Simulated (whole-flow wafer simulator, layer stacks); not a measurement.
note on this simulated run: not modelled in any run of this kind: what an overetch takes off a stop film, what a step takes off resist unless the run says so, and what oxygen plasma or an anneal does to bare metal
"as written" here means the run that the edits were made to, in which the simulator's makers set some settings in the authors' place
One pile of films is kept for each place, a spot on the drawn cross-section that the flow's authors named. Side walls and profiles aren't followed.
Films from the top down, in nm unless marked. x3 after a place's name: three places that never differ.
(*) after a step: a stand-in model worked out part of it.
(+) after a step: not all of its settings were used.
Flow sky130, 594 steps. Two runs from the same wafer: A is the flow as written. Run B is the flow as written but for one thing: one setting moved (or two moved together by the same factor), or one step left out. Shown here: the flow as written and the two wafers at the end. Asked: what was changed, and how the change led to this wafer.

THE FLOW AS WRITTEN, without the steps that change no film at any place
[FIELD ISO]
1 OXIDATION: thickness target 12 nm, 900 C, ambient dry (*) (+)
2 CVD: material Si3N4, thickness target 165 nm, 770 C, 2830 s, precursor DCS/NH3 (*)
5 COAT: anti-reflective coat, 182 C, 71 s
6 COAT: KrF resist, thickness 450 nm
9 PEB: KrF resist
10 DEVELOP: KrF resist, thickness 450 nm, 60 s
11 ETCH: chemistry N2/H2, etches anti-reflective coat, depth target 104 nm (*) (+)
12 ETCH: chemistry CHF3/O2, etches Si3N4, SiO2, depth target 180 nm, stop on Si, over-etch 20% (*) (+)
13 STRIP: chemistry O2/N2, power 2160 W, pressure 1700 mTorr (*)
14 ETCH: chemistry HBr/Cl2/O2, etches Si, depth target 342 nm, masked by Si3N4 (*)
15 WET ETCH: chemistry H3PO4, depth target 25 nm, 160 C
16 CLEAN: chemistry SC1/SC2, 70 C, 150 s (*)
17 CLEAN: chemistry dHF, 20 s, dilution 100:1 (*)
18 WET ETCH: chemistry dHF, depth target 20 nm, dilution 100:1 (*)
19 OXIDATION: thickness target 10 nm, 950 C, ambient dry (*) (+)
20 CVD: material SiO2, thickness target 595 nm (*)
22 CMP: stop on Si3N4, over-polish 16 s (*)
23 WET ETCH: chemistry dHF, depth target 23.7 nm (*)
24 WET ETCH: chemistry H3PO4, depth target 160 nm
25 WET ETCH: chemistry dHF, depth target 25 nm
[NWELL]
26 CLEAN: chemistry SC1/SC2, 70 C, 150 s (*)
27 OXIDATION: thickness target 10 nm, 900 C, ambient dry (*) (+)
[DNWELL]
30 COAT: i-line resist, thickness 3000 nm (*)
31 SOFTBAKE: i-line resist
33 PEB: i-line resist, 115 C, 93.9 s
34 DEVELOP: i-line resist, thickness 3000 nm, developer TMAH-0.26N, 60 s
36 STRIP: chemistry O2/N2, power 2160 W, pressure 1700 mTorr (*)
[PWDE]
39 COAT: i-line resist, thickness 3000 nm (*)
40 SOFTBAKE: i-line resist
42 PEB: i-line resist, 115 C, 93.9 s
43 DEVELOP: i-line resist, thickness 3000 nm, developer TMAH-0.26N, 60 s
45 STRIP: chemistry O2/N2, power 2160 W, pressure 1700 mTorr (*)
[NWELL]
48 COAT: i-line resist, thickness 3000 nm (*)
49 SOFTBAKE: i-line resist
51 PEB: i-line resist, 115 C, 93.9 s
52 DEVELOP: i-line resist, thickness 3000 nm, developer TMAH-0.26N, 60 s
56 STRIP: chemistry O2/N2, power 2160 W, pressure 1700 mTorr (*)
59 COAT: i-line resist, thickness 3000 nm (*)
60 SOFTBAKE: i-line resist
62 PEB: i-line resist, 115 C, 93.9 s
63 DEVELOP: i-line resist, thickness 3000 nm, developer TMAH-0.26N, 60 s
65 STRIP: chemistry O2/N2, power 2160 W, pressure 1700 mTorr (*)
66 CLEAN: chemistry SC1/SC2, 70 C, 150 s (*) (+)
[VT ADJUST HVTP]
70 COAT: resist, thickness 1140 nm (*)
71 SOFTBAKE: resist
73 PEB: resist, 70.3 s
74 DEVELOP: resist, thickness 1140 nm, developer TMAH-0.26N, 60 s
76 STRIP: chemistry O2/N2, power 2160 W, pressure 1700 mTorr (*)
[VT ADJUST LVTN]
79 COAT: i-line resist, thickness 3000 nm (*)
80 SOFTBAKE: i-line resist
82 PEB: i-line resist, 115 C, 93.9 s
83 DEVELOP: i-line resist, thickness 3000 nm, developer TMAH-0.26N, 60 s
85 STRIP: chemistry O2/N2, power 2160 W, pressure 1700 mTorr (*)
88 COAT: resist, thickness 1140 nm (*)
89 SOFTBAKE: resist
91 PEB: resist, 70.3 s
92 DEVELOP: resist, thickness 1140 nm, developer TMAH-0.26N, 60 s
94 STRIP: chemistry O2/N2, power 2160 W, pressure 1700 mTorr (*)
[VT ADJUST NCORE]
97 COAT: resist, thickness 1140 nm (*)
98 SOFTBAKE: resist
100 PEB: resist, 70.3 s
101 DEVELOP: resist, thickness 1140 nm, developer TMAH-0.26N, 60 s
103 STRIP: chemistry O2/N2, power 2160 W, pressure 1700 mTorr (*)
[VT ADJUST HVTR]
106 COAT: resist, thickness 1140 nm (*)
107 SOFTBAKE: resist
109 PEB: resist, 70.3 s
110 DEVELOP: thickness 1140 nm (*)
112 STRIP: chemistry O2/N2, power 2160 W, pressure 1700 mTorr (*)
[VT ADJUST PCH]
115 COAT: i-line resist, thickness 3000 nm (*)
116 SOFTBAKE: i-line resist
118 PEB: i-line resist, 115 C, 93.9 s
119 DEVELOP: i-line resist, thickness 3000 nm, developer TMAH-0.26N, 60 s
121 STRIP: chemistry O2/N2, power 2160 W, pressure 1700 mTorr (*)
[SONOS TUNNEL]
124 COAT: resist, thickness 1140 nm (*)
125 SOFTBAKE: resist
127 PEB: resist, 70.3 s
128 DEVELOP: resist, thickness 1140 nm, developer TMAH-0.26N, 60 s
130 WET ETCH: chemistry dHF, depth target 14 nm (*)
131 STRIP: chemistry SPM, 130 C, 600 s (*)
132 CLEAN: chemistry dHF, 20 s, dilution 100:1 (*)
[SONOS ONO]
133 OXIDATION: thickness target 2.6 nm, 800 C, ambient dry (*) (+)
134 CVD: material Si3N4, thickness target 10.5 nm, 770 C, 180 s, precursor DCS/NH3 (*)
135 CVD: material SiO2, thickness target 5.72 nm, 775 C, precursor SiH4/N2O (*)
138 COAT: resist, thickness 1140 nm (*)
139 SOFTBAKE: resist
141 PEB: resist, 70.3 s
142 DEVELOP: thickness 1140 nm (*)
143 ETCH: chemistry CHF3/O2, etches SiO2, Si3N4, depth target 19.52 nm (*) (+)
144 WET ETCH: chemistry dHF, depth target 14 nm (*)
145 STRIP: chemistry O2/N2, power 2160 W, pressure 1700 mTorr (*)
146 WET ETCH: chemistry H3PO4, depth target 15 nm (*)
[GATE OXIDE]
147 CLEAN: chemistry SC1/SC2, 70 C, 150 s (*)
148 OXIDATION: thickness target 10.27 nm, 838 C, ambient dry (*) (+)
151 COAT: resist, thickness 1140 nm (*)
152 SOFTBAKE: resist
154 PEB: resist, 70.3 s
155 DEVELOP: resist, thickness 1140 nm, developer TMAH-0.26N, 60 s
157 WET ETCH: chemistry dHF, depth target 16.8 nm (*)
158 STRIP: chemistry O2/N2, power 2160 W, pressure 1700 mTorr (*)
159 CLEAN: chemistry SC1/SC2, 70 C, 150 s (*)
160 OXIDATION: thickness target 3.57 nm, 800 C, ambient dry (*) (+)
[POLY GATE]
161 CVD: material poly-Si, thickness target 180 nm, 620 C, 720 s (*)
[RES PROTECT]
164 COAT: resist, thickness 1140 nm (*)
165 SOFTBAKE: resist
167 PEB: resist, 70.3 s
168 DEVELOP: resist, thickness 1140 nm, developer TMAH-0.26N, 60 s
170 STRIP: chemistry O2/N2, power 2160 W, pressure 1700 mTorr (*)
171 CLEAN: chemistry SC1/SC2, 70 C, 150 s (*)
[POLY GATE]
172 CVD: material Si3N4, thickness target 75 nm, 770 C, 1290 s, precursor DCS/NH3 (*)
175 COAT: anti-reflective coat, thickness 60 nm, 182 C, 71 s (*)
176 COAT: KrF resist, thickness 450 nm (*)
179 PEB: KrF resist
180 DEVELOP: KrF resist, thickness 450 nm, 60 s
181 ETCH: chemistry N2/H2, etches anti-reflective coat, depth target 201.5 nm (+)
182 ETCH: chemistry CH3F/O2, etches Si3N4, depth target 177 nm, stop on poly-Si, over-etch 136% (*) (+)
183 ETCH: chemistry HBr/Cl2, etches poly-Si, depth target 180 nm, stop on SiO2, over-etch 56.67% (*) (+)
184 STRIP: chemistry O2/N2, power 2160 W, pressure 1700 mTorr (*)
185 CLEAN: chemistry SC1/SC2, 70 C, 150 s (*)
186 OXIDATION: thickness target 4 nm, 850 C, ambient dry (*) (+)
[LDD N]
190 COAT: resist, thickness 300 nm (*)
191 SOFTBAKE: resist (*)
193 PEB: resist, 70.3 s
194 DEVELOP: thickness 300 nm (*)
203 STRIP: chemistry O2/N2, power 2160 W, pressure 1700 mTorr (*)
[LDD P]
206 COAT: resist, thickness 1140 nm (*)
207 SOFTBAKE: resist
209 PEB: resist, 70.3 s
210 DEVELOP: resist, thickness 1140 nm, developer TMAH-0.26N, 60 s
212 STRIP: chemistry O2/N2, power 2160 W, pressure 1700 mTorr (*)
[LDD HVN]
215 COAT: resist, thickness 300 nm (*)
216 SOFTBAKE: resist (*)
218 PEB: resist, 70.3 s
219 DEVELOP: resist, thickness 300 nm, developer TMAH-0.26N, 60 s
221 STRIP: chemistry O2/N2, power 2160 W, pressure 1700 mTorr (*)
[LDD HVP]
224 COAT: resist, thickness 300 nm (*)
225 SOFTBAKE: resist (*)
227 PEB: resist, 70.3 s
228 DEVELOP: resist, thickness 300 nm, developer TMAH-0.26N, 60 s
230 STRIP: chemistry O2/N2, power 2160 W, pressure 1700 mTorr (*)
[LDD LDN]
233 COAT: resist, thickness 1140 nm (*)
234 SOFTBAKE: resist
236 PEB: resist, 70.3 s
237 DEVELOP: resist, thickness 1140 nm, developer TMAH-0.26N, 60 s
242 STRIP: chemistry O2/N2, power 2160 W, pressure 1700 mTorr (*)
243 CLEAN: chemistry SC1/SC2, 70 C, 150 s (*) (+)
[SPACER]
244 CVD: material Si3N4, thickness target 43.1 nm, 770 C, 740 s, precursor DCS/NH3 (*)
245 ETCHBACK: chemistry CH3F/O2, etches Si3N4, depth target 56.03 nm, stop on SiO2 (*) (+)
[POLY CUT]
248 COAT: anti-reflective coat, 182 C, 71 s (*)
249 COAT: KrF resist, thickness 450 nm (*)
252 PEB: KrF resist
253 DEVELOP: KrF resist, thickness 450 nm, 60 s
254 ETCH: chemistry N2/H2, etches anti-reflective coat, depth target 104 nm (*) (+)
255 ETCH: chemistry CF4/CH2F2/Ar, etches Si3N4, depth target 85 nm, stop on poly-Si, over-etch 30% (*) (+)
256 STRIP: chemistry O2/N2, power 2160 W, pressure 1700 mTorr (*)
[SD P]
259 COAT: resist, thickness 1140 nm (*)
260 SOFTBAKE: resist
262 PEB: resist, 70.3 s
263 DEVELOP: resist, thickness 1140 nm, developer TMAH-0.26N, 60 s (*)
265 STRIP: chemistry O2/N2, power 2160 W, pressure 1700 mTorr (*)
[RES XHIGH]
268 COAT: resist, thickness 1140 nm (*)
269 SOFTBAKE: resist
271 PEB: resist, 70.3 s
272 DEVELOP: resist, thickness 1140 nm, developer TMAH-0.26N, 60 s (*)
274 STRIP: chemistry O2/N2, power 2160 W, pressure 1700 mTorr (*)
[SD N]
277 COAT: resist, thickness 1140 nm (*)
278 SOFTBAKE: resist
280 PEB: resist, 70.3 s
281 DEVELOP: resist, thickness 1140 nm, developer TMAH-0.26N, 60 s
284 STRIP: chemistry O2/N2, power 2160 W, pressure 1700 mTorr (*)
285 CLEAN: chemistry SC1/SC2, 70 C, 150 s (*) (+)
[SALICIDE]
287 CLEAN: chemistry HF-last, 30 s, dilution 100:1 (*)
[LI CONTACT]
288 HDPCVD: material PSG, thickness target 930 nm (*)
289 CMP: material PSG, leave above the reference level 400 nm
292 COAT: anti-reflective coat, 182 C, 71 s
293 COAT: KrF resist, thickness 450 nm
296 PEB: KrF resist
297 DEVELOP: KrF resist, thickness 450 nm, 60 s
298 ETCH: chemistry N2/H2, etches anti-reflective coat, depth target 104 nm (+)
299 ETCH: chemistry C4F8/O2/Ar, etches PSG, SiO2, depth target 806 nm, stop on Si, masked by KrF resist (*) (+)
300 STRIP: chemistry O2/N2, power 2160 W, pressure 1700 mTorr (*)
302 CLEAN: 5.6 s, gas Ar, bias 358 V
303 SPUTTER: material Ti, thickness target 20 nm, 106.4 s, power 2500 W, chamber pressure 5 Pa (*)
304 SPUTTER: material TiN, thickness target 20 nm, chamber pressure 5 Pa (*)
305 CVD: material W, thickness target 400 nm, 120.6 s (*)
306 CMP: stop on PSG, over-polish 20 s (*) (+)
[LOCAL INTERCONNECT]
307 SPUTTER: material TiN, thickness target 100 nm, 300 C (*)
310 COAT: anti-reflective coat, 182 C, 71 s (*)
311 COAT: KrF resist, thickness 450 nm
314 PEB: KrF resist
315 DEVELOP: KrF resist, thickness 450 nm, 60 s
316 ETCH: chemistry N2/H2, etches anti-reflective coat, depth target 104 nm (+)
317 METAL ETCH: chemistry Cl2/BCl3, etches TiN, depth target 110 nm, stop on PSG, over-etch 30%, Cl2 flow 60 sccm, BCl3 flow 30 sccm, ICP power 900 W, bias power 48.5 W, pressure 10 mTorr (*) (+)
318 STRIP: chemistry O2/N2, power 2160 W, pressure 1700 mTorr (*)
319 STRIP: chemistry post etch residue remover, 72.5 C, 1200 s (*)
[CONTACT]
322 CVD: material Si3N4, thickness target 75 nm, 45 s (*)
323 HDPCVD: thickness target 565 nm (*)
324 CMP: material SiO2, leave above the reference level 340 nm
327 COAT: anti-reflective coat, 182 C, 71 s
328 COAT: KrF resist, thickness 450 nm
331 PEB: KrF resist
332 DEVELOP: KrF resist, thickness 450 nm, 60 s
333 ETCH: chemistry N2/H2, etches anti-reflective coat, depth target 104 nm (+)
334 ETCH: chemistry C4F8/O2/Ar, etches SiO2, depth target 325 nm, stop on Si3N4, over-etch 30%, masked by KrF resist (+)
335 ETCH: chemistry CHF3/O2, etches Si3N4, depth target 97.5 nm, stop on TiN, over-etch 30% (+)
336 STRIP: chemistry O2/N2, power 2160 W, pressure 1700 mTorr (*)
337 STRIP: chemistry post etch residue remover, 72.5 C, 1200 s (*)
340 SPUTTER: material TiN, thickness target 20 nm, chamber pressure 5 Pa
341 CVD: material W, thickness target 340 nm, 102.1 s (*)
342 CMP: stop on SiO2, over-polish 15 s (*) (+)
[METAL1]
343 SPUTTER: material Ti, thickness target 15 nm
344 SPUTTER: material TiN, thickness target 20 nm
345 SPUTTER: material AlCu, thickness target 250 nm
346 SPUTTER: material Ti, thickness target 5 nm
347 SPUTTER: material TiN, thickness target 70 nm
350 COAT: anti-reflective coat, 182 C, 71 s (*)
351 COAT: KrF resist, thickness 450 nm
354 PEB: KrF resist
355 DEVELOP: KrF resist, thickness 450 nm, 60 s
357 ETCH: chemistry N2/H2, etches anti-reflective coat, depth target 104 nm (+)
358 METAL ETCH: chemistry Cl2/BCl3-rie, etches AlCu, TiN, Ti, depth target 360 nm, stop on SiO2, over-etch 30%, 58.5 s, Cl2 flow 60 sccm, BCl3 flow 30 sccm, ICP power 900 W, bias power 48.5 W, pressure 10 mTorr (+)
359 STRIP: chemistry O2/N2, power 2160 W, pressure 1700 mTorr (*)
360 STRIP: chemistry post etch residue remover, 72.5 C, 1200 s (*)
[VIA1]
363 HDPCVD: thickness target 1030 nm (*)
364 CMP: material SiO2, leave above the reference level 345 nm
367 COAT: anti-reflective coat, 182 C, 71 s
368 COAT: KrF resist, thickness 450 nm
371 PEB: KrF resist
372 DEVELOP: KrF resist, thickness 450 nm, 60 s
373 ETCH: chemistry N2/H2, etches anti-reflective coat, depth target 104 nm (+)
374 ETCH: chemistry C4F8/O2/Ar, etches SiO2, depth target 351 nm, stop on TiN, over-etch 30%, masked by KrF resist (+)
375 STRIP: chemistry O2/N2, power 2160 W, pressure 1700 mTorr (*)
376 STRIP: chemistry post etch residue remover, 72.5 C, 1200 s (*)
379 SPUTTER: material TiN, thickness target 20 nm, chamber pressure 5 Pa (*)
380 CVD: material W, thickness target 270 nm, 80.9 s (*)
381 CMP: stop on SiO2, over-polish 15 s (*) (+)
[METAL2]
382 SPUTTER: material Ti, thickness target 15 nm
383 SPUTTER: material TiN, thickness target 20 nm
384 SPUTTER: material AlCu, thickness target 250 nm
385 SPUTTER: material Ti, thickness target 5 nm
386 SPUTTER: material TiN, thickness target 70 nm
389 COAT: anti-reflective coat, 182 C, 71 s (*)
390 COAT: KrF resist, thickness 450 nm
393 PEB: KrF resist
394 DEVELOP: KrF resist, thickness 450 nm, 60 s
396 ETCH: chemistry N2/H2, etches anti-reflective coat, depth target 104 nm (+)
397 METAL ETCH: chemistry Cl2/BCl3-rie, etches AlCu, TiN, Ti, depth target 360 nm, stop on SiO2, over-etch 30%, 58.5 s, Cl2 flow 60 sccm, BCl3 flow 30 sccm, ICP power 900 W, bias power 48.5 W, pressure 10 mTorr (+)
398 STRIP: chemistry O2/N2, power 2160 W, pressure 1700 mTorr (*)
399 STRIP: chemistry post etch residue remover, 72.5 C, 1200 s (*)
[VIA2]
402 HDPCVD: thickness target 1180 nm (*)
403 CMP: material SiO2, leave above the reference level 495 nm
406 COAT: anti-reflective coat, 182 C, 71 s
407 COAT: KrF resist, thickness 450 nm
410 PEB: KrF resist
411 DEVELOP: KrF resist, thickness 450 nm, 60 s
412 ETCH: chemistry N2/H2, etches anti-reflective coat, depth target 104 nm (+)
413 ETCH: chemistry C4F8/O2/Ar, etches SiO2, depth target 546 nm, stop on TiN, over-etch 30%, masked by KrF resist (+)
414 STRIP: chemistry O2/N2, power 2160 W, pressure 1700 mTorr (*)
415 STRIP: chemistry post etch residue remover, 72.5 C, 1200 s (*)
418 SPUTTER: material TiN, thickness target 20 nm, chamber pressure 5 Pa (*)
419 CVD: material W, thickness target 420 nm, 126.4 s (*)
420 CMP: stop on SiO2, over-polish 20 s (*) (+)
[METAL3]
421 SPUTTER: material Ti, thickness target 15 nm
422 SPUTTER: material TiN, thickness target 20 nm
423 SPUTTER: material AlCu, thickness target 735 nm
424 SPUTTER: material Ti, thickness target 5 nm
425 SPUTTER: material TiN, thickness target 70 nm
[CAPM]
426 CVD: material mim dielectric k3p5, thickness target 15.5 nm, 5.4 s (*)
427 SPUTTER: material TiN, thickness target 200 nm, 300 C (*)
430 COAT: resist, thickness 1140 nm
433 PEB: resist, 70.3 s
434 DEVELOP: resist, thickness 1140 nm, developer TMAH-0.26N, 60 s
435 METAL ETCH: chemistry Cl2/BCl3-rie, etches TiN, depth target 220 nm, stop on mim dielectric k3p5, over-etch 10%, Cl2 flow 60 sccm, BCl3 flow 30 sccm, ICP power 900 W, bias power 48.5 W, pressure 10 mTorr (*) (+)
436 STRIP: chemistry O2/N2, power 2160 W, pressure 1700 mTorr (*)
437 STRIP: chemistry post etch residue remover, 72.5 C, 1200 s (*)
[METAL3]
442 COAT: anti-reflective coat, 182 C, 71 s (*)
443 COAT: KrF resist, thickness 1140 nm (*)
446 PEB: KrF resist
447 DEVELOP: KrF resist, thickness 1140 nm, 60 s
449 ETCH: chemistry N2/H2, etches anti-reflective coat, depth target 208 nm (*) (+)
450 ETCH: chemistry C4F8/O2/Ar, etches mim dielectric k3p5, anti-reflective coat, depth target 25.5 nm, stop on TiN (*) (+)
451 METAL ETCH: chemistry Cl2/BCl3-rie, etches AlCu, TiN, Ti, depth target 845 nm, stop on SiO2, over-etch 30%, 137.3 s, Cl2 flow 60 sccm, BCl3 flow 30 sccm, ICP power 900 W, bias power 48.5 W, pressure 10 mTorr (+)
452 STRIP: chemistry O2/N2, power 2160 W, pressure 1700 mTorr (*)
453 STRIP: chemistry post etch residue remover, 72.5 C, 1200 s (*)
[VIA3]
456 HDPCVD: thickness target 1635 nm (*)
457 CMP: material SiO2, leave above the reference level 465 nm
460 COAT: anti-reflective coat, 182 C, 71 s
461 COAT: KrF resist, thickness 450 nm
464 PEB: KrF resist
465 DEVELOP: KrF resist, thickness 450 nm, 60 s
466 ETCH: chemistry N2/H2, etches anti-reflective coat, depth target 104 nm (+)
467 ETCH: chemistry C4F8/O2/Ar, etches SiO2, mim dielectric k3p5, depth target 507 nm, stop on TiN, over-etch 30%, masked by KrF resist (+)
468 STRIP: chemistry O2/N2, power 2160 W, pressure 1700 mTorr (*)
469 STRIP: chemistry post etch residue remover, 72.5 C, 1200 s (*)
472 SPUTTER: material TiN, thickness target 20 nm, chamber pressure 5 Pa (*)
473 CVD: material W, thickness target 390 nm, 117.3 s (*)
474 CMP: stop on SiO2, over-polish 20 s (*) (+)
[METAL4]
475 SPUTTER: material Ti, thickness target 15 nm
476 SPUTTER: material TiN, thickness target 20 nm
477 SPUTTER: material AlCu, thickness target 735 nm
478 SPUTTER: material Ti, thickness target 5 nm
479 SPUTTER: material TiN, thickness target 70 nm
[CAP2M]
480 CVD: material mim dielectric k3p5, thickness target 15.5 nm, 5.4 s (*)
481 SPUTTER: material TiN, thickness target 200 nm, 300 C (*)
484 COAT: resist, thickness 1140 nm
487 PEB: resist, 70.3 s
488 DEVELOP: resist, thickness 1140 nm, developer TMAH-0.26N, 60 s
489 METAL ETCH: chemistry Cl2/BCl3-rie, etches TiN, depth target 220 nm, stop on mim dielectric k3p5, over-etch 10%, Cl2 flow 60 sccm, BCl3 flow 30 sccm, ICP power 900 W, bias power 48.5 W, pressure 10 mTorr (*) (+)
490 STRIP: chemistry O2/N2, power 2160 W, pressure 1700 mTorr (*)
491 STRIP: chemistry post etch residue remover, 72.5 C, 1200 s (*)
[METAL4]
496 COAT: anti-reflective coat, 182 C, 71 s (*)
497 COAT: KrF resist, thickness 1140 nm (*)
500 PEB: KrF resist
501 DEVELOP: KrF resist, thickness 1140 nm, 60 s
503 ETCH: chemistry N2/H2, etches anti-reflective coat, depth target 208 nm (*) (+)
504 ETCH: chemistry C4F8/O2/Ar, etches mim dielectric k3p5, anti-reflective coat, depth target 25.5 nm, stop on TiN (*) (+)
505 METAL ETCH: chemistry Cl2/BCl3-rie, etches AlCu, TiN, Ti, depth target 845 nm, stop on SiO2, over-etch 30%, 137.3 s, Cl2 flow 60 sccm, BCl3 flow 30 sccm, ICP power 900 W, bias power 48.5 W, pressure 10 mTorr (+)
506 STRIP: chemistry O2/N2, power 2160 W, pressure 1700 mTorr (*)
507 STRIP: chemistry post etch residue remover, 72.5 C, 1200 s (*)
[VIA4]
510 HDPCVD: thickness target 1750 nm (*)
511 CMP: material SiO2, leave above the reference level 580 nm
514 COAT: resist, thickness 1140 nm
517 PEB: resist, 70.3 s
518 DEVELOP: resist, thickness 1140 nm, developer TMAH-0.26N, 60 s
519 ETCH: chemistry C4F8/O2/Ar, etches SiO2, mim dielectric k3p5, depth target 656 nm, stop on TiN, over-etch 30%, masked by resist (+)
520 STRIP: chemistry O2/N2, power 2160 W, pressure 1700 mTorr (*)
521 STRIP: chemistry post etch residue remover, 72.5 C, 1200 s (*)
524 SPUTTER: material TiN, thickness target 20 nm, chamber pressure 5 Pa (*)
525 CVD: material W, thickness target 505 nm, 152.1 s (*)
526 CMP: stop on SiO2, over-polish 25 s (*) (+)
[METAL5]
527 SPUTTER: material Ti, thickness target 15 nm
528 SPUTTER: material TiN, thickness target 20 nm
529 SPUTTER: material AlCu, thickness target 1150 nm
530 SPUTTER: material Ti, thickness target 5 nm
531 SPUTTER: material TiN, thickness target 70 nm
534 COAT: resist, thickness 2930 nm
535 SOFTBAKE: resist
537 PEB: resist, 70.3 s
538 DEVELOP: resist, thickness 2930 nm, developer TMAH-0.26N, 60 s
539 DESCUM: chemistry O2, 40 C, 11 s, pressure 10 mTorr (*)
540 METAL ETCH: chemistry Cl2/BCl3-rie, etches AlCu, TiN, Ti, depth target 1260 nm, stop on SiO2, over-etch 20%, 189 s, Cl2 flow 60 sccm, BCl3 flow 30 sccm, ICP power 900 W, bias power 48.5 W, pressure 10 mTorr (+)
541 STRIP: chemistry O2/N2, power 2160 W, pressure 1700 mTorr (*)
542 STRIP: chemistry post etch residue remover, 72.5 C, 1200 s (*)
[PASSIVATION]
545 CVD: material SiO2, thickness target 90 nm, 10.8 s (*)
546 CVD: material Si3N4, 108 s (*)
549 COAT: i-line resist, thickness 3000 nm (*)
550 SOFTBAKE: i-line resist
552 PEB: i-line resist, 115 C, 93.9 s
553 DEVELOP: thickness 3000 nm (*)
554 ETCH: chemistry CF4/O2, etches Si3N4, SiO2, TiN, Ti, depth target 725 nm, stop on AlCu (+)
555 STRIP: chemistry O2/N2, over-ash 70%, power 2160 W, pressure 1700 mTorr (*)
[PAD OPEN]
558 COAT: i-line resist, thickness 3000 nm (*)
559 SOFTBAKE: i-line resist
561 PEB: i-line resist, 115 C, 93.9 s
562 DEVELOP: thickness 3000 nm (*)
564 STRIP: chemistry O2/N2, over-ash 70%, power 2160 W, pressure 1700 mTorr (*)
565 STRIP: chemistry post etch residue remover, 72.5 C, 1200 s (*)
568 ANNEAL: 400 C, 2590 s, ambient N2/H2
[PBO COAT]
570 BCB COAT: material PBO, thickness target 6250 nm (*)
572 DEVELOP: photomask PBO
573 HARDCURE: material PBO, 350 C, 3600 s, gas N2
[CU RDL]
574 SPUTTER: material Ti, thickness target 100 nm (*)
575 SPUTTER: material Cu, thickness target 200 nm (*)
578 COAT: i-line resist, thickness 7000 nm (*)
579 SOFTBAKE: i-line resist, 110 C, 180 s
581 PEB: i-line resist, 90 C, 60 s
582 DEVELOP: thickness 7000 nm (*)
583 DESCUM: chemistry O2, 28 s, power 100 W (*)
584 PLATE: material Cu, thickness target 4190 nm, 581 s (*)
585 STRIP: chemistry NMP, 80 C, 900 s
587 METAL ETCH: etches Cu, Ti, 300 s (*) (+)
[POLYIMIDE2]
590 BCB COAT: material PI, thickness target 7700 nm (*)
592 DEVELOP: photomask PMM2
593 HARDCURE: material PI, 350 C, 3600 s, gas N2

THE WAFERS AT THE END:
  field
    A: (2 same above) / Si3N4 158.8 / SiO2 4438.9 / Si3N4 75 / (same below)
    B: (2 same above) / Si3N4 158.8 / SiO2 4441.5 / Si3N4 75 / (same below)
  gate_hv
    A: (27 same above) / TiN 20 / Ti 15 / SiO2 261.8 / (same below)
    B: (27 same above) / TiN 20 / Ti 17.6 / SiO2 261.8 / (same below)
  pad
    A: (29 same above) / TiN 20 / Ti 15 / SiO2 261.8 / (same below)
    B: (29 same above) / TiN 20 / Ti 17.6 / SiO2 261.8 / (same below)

The cause: step 343, SPUTTER: thickness target 17.6 nm was run, where the flow has thickness target 15 nm.
It can be read off the wafer: gate_hv has Ti 17.6, and step 343 as written asks for 15 nm.

How the change led to this, step by step:
  343 SPUTTER: material Ti, thickness target 15 nm
      field, active, n_well and 188 more: A Ti +15 (new film) | B Ti +17.6 (new film)
  358 METAL ETCH: chemistry Cl2/BCl3-rie, etches AlCu, TiN, Ti, depth target 360 nm, stop on SiO2, over-etch 30%, 58.5 s, Cl2 flow 60 sccm, BCl3 flow 30 sccm, ICP power 900 W, bias power 48.5 W, pressure 10 mTorr (+)
      field, active, gate and 81 more: A TiN -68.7 (all of it), Ti -5 (all of it), AlCu -250 (all of it), TiN -20 (all of it), Ti -15 (all of it), SiO2 -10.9 | B TiN -68.7 (all of it), Ti -5 (all of it), AlCu -250 (all of it), TiN -20 (all of it), Ti -17.6 (all of it), SiO2 -10.7
